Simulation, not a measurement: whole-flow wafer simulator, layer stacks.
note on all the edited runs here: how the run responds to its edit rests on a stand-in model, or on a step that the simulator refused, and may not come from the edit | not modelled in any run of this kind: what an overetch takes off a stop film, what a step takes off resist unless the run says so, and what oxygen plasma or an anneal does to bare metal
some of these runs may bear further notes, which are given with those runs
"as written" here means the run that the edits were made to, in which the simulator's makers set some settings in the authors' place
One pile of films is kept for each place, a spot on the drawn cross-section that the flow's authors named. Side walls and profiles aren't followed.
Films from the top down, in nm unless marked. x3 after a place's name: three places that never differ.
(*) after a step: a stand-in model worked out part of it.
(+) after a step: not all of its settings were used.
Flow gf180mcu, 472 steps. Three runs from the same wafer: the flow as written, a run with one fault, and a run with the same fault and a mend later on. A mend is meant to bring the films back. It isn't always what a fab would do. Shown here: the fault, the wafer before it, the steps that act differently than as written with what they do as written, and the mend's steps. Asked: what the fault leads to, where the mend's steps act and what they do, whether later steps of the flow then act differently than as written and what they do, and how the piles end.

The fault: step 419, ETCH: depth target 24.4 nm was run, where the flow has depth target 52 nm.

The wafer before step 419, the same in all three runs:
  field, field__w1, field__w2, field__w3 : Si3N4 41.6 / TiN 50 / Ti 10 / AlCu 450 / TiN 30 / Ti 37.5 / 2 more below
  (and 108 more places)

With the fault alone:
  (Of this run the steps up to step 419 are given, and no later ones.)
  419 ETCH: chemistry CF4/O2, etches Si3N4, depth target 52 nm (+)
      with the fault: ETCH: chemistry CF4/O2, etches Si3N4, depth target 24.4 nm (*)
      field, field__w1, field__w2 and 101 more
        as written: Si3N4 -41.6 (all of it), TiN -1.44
        with the fault: Si3N4 -24.4
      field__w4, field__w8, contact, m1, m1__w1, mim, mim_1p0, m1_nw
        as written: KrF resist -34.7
        with the fault: KrF resist -16.3
  After step 419 the piles differ from the flow's by more than 2% or 0.5 nm, whichever is larger, at field, field__w1, field__w2 and 102 more.
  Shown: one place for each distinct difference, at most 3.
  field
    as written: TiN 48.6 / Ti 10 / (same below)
    with the fault: Si3N4 17.2 / TiN 50 / Ti 10 / (same below)
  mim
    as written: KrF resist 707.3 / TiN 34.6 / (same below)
    with the fault: KrF resist 725.7 / TiN 34.6 / (same below)

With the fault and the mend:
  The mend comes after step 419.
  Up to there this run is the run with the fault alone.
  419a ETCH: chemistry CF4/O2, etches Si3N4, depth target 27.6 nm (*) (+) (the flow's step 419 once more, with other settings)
      field, field__w1, field__w2 and 101 more
        Si3N4 -17.2 (all of it), TiN -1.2
      field__w4, field__w8, contact, m1, m1__w1, mim, mim_1p0, m1_nw
        KrF resist -17.2
  No later step of the flow acts differently than as written, at any place that is followed, by more than 2% or 0.5 nm, whichever is larger.
  At the end the piles are the same as the flow's at every place that both follow.
